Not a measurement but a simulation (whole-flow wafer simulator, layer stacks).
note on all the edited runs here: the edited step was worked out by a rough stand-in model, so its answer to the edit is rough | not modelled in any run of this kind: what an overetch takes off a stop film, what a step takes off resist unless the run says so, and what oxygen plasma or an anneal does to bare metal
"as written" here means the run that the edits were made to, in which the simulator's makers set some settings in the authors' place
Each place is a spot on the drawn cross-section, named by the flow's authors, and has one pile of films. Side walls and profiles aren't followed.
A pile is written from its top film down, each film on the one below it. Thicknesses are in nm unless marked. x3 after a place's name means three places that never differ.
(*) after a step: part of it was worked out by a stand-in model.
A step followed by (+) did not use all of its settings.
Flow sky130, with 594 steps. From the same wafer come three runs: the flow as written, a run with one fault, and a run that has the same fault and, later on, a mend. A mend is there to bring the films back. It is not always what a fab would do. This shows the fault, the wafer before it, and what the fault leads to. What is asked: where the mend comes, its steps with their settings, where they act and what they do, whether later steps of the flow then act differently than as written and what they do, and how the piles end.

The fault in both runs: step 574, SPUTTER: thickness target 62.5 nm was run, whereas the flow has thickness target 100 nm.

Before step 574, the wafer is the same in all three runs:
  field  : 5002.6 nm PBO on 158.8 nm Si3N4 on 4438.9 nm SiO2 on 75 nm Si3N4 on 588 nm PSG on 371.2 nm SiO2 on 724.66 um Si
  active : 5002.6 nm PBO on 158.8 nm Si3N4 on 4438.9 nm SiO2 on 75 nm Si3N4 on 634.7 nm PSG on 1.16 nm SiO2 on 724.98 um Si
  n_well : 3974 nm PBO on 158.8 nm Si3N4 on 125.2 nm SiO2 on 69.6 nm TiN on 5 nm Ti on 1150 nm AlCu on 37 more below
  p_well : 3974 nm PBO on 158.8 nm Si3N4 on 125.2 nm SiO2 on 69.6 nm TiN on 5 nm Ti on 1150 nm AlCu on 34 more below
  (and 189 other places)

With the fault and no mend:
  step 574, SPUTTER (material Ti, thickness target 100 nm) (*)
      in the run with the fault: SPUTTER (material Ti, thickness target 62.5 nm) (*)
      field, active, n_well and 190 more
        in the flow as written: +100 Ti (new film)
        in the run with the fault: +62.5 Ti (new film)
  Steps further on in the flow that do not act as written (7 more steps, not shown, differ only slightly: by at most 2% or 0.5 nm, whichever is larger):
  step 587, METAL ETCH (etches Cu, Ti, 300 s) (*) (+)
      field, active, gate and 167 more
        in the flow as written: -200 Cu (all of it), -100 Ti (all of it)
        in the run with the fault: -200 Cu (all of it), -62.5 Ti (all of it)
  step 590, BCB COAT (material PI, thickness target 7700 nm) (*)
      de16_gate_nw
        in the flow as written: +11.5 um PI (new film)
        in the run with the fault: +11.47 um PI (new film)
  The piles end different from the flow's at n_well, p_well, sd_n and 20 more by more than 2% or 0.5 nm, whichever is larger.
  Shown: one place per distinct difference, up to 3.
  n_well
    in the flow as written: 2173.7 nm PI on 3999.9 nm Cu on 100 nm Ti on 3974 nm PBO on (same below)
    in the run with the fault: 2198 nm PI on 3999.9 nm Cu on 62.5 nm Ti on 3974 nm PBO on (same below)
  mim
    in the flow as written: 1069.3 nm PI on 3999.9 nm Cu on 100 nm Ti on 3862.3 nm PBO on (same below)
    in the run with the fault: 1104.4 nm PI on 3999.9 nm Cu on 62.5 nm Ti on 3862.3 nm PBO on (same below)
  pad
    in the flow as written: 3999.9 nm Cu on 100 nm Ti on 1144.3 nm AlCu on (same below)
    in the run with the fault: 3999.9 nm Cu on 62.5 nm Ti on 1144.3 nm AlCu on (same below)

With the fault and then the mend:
  The mend stands after step 574.
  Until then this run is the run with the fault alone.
  step 574a, SPUTTER (material Ti, thickness target 37.5 nm) (*) (the flow's step 574, run once more with other settings)
      field, active, n_well and 190 more
        +37.5 Ti
  Every later step of the flow that is run acts as written at every place that is followed.
  By the end, the piles equal the flow's at every place that both follow.
